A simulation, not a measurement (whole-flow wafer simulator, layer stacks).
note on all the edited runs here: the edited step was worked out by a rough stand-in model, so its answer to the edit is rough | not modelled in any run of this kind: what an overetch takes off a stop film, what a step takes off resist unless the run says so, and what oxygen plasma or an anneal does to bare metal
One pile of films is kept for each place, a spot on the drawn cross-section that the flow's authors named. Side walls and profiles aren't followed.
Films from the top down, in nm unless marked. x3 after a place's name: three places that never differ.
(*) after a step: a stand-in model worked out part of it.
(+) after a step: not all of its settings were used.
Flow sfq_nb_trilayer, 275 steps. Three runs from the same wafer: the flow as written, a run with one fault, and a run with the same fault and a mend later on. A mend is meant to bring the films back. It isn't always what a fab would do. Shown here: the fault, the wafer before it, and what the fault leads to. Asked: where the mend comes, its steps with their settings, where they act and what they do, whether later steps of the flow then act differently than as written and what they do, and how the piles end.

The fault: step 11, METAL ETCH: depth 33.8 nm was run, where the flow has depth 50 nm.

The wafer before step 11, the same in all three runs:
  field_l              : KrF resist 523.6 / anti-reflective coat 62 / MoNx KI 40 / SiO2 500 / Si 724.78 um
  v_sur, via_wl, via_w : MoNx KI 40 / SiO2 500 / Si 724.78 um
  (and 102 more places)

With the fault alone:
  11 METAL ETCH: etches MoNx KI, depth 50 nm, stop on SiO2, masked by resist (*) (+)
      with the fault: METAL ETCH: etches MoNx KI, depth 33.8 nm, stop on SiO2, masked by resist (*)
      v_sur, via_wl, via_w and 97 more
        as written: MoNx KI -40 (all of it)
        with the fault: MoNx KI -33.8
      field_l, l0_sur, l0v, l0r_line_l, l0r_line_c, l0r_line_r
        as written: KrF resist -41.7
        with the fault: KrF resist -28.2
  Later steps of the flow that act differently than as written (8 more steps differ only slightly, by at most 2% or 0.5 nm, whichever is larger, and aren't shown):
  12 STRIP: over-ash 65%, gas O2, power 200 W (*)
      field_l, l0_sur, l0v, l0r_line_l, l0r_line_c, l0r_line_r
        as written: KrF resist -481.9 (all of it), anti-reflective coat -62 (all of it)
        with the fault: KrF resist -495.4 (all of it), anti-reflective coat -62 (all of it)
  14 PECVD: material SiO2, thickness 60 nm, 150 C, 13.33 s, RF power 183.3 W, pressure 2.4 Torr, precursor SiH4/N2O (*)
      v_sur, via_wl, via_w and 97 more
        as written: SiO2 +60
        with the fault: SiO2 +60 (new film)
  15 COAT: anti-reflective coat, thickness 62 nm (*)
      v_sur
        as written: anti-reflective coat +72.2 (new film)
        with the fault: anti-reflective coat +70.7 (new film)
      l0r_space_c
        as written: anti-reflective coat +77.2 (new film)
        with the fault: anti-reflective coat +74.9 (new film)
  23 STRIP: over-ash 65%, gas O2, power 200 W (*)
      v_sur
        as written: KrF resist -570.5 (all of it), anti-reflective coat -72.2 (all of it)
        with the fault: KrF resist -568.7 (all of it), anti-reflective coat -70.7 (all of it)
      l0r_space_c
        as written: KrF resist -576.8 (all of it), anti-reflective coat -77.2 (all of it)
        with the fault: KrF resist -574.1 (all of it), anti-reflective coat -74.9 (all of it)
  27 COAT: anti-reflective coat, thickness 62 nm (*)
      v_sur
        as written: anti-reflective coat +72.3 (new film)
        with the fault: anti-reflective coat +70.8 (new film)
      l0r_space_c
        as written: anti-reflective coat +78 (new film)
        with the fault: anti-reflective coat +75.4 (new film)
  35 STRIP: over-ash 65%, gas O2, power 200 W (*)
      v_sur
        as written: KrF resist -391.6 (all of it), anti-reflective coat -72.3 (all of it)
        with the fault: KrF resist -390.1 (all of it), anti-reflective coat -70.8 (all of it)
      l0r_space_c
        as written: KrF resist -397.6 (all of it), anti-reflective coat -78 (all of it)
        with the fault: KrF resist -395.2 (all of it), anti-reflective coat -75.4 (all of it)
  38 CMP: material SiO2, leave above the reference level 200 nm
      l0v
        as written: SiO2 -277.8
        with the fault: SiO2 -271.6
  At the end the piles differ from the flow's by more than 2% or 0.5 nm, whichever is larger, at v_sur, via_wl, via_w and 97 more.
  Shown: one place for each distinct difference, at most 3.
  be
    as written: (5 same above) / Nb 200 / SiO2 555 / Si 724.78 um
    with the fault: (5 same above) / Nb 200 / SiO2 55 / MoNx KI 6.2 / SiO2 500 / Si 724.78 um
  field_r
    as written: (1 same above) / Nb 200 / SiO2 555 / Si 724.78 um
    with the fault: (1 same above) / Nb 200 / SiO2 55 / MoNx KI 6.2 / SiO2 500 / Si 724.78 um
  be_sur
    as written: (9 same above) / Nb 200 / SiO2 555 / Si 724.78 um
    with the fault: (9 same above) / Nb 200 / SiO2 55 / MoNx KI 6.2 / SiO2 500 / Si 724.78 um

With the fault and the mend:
  The mend comes after step 11.
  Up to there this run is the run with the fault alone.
  11a METAL ETCH: etches MoNx KI, depth 16.2 nm, stop on SiO2, masked by resist (+) (the flow's step 11 once more, with other settings)
      v_sur, via_wl, via_w and 97 more
        MoNx KI -6.2 (all of it)
      field_l, l0_sur, l0v, l0r_line_l, l0r_line_c, l0r_line_r
        KrF resist -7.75
  No later step of the flow acts differently than as written, at any place that is followed, by more than 2% or 0.5 nm, whichever is larger.
  At the end the piles are the same as the flow's at every place that both follow.
